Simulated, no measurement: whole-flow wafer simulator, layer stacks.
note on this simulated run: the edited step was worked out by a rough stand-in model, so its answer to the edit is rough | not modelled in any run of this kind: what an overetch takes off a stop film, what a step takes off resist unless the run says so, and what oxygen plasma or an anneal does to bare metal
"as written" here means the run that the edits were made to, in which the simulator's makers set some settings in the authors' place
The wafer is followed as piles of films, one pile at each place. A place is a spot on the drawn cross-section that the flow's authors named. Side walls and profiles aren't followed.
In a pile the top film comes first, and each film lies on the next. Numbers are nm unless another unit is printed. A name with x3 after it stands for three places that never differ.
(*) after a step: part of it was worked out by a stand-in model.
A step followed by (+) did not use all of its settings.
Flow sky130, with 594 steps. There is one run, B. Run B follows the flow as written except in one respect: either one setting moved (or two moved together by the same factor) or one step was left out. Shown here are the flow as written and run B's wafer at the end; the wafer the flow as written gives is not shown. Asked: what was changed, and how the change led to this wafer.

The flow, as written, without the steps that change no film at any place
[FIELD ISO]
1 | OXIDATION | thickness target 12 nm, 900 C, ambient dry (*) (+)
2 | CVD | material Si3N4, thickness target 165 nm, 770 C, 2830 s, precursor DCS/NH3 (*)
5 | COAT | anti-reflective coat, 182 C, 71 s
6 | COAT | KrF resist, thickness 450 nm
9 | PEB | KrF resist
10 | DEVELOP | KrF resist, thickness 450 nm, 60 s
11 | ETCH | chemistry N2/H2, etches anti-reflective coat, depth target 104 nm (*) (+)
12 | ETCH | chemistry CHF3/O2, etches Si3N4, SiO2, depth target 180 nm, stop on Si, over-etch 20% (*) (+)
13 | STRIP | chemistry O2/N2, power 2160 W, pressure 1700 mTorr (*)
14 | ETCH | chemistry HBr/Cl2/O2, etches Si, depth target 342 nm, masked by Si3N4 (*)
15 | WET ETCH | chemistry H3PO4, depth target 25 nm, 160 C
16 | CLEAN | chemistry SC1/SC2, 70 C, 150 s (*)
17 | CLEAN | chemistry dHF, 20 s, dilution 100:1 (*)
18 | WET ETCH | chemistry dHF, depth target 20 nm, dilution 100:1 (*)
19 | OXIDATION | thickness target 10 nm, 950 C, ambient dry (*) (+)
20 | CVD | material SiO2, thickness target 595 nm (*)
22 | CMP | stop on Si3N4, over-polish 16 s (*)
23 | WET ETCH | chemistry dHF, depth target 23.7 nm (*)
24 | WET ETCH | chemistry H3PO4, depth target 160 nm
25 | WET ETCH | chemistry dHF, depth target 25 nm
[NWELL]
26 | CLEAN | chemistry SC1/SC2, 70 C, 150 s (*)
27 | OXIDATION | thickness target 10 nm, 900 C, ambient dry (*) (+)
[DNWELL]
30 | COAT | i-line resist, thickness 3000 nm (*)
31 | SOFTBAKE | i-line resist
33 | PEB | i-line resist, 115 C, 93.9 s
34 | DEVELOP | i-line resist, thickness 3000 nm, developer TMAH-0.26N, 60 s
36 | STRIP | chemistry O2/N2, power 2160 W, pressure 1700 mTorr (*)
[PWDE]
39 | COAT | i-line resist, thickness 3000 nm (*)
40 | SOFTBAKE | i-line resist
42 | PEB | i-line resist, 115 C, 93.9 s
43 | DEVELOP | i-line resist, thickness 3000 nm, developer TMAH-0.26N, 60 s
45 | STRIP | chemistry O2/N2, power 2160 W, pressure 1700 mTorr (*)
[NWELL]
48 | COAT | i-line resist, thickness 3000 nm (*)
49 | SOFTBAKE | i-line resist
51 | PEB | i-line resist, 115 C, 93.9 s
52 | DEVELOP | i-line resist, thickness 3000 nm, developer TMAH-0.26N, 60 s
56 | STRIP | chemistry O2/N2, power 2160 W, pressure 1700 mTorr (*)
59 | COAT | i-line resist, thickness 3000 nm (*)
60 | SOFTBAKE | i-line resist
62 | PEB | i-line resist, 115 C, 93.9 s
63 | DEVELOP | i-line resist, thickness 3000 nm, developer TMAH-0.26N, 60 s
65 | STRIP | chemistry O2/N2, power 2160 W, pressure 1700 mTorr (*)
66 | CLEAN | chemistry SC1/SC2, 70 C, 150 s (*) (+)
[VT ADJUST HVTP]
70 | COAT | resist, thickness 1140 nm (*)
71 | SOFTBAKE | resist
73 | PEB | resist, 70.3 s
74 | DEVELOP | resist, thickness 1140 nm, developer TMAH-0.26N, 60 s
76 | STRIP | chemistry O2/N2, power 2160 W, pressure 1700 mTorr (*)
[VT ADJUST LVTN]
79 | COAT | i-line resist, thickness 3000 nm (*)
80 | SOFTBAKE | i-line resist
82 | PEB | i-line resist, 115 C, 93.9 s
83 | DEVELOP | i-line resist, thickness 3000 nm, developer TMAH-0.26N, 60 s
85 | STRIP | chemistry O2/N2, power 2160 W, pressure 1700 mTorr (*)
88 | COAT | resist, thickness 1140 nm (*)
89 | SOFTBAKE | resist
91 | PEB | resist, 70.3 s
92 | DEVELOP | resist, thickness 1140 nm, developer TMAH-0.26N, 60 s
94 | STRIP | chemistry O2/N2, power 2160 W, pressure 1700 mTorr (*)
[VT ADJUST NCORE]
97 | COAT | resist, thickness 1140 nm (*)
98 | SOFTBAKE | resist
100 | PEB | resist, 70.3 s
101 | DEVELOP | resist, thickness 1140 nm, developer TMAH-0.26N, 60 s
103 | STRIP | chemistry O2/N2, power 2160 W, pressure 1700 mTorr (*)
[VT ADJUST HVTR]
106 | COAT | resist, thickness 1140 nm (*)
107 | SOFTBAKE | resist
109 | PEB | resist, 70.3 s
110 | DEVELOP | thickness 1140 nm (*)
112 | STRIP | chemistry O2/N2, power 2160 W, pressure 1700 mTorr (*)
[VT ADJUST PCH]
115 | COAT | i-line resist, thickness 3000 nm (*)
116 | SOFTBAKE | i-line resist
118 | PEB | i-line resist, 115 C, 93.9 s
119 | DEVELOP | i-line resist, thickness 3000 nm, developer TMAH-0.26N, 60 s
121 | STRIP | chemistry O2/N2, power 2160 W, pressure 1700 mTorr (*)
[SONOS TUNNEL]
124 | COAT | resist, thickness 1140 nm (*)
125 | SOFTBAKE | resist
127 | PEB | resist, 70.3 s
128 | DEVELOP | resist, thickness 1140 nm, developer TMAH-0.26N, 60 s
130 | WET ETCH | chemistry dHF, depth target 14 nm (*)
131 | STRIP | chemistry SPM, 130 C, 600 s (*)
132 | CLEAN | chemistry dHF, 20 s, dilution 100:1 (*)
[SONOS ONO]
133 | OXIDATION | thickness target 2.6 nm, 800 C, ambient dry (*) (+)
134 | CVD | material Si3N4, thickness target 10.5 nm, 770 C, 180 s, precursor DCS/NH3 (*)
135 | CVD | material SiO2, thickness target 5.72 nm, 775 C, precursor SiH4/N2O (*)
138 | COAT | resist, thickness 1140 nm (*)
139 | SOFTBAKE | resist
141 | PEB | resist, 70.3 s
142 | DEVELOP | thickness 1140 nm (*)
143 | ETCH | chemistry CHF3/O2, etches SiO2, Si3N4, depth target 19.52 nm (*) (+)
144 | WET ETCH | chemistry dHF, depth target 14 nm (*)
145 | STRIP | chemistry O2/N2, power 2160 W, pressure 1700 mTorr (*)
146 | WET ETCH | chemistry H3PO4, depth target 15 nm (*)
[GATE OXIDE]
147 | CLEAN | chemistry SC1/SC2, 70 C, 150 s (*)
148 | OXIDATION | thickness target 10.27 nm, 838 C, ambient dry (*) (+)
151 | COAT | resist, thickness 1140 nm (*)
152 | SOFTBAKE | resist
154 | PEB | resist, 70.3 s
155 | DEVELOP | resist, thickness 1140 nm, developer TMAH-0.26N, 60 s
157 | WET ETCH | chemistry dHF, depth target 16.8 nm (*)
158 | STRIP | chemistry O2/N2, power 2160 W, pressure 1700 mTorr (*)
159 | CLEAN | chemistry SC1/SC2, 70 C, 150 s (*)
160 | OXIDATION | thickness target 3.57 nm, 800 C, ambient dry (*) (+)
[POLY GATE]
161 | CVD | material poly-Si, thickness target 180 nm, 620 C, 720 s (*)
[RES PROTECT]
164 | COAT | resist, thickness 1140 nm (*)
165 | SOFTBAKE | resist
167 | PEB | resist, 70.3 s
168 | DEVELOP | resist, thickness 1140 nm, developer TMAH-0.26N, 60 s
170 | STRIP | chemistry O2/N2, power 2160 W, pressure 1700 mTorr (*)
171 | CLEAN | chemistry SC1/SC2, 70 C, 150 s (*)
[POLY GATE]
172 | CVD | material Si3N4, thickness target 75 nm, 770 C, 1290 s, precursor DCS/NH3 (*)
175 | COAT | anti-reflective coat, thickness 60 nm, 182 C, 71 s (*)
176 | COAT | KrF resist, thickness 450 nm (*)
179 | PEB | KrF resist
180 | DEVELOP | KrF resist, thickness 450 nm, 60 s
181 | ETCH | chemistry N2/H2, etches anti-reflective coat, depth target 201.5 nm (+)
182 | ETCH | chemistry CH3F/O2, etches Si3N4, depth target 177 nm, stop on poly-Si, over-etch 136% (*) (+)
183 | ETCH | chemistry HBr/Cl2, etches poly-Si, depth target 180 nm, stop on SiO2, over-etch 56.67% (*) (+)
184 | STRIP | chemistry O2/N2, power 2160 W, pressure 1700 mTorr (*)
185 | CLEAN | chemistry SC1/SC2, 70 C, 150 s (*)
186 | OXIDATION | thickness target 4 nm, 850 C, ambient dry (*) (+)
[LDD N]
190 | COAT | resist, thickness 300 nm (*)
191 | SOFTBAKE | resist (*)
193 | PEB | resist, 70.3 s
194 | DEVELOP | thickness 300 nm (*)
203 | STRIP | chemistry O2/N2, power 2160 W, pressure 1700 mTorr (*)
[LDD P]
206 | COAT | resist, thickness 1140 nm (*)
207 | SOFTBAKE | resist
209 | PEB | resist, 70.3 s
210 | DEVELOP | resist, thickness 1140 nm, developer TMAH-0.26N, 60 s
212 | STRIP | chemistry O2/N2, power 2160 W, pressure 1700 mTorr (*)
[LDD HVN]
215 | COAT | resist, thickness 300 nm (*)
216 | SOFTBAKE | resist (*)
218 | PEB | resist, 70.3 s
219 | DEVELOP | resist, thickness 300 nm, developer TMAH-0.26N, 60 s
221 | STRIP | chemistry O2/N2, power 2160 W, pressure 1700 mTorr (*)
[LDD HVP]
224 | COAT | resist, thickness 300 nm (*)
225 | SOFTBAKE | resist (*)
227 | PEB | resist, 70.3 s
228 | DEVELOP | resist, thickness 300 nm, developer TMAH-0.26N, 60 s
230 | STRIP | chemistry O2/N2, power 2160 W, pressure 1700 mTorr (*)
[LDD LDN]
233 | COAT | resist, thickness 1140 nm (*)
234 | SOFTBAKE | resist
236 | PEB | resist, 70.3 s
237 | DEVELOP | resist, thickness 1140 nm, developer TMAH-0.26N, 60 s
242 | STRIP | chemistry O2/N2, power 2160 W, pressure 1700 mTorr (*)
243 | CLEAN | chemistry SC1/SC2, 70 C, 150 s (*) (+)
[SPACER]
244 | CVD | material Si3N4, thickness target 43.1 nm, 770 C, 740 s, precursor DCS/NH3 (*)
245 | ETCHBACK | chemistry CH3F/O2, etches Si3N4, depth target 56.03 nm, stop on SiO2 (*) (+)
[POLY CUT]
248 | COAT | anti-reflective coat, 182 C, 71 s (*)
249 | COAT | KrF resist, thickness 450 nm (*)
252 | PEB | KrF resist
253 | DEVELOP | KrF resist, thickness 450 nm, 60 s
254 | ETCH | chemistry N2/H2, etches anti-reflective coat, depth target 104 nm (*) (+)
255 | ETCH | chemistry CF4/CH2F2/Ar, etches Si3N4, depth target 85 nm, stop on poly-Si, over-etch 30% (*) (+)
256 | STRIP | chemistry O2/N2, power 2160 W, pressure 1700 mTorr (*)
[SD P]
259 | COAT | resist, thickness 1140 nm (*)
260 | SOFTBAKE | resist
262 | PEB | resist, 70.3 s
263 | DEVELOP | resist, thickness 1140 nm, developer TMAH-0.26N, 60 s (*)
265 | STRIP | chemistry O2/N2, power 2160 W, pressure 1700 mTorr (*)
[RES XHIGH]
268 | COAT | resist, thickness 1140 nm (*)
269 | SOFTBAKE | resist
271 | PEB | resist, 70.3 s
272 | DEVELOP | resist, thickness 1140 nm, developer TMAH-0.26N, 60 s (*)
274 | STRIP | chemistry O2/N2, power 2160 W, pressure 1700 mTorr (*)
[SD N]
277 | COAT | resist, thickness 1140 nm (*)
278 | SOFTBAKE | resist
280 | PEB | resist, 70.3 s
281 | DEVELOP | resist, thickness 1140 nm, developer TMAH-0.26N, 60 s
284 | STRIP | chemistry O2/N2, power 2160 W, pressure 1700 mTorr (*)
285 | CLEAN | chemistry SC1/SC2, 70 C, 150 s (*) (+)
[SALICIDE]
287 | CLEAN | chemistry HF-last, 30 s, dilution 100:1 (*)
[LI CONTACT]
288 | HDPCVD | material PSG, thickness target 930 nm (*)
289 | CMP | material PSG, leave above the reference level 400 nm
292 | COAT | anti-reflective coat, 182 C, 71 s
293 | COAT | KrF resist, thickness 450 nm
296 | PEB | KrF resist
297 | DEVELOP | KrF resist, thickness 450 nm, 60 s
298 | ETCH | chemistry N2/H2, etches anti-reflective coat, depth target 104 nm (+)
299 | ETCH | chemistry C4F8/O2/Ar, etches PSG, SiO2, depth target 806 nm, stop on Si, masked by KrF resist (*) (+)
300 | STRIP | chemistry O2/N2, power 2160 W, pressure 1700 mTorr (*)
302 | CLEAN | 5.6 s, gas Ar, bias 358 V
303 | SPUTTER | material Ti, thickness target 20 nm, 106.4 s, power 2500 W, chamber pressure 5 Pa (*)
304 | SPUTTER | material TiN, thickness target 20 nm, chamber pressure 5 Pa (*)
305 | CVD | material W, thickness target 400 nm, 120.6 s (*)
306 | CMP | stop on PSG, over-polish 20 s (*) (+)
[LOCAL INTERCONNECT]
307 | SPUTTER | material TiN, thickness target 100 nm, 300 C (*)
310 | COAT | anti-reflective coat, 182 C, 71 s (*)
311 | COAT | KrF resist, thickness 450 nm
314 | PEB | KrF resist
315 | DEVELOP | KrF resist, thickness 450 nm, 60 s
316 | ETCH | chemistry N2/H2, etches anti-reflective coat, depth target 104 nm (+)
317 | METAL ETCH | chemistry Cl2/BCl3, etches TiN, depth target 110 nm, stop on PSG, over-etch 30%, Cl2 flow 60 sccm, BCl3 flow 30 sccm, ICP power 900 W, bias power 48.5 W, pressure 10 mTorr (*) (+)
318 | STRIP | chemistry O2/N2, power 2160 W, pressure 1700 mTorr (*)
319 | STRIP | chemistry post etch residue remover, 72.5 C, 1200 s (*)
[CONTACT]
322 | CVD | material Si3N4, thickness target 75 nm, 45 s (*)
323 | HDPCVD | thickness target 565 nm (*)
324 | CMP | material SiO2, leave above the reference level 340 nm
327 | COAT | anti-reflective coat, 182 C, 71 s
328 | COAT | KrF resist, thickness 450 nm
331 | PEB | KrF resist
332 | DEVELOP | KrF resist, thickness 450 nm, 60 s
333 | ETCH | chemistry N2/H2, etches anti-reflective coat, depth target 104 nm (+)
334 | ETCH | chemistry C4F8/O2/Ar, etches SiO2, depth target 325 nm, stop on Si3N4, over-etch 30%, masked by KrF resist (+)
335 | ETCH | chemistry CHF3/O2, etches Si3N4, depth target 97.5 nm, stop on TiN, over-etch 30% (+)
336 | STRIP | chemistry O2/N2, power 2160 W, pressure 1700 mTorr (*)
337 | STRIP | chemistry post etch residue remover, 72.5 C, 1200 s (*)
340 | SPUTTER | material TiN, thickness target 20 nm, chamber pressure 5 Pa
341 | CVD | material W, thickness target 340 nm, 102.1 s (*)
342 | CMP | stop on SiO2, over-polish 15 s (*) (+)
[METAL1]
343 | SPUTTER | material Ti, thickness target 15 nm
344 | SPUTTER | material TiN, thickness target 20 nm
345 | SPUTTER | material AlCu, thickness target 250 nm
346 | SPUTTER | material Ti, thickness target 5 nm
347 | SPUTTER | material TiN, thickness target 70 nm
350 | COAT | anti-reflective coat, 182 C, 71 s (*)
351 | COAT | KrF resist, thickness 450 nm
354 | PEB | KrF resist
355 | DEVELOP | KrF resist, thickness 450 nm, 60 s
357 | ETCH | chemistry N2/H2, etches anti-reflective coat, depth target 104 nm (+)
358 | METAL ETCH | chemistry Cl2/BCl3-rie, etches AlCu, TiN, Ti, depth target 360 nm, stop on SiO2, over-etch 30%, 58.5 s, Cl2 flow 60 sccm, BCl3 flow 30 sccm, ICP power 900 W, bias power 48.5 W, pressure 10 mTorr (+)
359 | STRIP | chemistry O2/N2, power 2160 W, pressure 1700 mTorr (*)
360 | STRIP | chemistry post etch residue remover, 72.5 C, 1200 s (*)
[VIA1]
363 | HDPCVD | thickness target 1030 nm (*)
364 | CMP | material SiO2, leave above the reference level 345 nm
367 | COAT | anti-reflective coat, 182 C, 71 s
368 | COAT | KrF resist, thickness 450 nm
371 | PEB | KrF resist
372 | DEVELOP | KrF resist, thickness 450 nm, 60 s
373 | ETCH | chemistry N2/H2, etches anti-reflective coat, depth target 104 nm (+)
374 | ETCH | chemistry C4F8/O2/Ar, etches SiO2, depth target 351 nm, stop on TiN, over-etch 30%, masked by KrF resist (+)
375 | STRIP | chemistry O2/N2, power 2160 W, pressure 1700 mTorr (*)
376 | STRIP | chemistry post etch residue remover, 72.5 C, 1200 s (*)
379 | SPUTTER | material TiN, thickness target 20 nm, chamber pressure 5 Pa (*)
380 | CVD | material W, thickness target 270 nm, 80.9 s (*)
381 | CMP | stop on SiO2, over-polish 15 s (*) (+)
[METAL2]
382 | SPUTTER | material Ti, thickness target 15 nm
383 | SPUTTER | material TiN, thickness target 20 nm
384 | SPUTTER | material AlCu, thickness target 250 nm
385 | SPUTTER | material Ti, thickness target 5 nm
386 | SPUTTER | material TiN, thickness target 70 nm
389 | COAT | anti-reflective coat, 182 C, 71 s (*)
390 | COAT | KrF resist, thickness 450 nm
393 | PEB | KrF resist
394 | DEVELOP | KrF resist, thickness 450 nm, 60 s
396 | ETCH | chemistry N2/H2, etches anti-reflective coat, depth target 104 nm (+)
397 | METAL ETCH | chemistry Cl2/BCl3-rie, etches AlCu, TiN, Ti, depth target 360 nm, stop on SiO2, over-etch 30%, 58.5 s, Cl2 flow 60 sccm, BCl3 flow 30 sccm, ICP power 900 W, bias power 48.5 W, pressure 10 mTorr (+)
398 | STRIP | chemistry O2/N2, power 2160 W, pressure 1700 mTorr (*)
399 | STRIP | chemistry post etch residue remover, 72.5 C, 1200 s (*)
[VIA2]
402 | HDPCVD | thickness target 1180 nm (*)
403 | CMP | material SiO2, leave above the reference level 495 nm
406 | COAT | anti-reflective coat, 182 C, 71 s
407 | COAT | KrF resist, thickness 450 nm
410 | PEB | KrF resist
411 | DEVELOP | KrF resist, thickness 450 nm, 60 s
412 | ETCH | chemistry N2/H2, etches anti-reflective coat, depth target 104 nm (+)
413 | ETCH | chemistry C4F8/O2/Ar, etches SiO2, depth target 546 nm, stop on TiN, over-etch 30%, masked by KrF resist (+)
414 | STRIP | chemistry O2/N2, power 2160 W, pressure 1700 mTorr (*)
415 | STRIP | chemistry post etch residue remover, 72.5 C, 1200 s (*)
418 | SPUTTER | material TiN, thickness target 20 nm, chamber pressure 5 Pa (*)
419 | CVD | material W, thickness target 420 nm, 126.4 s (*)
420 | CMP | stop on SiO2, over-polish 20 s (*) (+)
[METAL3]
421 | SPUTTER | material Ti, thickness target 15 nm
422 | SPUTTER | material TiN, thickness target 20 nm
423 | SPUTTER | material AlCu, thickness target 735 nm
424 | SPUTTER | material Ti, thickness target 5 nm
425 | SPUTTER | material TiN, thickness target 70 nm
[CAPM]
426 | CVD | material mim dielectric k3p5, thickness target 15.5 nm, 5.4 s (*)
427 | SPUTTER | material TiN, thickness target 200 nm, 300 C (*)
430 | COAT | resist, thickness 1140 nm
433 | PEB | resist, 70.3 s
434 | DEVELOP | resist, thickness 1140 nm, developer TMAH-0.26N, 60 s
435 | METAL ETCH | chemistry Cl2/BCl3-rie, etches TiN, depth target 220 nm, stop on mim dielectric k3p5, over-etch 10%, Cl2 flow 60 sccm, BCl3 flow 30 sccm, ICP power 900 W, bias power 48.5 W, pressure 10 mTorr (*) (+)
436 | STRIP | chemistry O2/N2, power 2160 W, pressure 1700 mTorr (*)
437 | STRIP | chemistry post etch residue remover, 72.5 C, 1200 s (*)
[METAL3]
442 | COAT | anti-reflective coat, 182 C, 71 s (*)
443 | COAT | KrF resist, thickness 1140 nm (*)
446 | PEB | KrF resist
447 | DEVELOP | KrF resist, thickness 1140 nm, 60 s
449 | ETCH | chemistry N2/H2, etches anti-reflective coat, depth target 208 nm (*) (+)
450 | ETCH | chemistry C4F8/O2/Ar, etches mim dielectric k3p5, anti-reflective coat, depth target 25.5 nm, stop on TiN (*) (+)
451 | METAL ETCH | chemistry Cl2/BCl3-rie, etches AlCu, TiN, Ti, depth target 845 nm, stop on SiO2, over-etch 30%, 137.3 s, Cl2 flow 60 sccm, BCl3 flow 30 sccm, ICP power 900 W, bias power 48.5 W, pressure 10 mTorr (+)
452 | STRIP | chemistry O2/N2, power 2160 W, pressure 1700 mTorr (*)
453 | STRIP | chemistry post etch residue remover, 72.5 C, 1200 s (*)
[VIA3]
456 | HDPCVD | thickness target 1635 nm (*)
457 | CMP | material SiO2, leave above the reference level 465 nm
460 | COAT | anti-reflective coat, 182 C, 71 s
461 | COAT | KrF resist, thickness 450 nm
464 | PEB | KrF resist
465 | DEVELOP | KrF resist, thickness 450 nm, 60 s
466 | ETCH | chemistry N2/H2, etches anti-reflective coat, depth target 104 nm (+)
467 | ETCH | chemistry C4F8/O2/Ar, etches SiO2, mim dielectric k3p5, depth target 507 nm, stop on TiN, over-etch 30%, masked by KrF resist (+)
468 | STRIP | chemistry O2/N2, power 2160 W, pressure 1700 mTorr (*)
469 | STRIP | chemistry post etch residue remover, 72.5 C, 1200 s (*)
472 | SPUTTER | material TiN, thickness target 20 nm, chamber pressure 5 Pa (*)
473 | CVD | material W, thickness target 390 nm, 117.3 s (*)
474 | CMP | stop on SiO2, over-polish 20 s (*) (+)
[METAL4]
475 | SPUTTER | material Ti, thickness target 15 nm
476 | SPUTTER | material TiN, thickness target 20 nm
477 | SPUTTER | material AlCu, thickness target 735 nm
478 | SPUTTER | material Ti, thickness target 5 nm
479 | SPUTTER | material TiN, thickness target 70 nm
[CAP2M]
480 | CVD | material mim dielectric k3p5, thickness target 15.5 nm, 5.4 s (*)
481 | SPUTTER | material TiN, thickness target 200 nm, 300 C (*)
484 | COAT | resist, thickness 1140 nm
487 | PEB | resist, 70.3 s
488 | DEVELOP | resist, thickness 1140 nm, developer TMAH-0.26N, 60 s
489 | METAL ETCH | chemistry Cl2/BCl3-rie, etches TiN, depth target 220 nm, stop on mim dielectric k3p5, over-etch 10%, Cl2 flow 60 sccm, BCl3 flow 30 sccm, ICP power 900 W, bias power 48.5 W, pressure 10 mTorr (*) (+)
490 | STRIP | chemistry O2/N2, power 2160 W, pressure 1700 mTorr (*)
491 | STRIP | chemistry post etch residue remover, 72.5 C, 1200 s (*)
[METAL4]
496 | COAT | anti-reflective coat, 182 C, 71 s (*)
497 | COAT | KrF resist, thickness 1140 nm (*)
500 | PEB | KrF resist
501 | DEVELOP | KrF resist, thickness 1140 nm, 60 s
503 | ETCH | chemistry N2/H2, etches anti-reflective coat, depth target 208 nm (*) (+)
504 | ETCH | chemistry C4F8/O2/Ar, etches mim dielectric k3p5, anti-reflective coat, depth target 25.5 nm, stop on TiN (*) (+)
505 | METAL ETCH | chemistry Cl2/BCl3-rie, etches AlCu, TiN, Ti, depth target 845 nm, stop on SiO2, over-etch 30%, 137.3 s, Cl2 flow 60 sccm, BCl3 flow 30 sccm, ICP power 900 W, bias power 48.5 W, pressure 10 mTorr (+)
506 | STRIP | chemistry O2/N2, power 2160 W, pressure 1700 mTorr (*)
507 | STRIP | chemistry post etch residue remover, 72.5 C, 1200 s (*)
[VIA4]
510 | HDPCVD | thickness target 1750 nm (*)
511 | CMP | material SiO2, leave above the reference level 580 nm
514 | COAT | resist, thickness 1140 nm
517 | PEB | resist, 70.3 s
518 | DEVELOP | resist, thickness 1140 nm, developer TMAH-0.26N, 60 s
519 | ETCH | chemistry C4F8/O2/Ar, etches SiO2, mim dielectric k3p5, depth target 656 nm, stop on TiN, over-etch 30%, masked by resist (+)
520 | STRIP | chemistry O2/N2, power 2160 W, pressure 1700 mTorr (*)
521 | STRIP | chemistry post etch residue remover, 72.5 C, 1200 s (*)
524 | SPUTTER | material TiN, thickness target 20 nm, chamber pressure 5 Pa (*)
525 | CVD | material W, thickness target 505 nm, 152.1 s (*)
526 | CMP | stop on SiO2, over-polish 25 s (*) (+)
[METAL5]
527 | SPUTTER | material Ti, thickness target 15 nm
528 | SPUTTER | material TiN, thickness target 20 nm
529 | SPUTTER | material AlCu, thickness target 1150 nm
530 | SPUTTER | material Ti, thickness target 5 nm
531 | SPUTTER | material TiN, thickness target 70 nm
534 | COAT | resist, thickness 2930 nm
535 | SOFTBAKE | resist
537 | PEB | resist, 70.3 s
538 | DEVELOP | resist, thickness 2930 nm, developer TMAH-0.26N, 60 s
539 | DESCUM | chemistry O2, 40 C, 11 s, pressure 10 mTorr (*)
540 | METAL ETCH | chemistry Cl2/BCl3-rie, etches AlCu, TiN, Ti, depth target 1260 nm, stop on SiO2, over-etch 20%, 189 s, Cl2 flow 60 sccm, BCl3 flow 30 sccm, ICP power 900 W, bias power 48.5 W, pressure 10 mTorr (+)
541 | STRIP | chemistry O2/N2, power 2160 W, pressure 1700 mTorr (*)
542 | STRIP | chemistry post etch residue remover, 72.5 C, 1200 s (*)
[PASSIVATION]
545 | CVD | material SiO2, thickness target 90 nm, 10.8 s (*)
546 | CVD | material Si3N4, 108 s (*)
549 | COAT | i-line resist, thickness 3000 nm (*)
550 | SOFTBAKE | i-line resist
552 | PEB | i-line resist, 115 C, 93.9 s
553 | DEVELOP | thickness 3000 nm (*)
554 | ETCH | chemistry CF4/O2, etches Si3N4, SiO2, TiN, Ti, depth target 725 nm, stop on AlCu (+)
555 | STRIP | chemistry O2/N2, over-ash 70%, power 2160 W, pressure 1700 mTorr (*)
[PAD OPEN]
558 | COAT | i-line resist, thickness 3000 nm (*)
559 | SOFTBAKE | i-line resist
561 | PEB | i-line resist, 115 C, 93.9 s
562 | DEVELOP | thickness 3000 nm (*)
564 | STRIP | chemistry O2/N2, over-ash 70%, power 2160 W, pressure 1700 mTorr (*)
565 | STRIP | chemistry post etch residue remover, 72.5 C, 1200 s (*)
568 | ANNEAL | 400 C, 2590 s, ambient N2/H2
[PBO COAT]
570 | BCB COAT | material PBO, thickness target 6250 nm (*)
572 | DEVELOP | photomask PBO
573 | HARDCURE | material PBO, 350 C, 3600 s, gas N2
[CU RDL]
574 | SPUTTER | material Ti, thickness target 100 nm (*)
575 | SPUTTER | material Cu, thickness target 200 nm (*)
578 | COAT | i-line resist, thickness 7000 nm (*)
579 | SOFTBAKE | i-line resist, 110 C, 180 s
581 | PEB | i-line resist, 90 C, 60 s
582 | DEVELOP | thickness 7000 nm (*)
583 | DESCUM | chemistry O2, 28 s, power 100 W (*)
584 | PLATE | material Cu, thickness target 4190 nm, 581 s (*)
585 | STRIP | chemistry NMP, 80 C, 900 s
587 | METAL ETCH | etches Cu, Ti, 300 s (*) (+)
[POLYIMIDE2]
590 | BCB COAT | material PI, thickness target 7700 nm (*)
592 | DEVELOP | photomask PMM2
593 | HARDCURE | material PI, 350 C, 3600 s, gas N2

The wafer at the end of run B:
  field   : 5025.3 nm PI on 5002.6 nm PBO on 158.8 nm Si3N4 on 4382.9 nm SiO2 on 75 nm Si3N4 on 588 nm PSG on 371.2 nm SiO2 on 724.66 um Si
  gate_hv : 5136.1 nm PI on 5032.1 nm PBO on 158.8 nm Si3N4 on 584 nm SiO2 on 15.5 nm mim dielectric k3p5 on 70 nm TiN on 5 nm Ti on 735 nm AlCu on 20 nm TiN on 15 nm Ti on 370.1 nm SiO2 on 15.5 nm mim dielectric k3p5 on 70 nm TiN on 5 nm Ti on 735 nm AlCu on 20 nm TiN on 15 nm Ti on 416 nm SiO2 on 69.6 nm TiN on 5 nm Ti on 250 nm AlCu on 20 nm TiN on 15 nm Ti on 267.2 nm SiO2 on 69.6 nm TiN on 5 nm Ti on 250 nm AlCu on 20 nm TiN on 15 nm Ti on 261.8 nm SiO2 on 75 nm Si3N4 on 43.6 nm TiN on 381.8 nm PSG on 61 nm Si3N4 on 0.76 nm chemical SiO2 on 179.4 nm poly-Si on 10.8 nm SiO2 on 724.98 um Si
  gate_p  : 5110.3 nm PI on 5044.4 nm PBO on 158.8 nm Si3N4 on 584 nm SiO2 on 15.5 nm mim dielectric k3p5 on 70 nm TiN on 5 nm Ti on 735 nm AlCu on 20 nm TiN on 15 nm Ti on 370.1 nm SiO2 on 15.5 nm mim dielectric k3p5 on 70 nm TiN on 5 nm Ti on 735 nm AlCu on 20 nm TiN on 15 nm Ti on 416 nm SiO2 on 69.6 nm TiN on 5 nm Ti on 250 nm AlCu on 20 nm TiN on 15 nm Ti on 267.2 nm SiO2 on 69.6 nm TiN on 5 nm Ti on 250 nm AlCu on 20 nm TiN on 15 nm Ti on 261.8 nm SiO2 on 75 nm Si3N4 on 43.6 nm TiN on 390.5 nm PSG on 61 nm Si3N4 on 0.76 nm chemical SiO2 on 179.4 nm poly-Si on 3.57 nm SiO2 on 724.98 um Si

Cause: step 307, SPUTTER: thickness target 44 nm was run, though the flow has thickness target 100 nm.

The path from the change to this, step by step:
  307 | SPUTTER | material TiN, thickness target 100 nm, 300 C (*)
      field, active, n_well and 188 more: +44 TiN (new film) (as written it would have been: +100 TiN (new film))
  317 | METAL ETCH | chemistry Cl2/BCl3, etches TiN, depth target 110 nm, stop on PSG, over-etch 30%, Cl2 flow 60 sccm, BCl3 flow 30 sccm, ICP power 900 W, bias power 48.5 W, pressure 10 mTorr (*) (+)
      n_well, p_well, gate_hv and 97 more: -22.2 KrF resist (as written it would have been: -44 KrF resist)
      field, active, gate and 88 more: -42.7 TiN (all of it) (as written it would have been: -98.7 TiN (all of it))
  318 | STRIP | chemistry O2/N2, power 2160 W, pressure 1700 mTorr (*)
      n_well, p_well, gate_hv and 92 more: -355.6 KrF resist (all of it), -80 anti-reflective coat (all of it) (as written it would have been: -333.8 KrF resist (all of it), -80 anti-reflective coat (all of it))
      poly_licon, ndiff_licon, ndiff_licon_cpp, rpo_hd_licon: -355.7 KrF resist (all of it), -80.5 anti-reflective coat (all of it) (as written it would have been: -333.9 KrF resist (all of it), -80.5 anti-reflective coat (all of it))
      (as well as at 1 more place)
  324 | CMP | material SiO2, leave above the reference level 340 nm
      field, active, gate and 88 more: -256.4 SiO2 (as written it would have been: -200.4 SiO2)
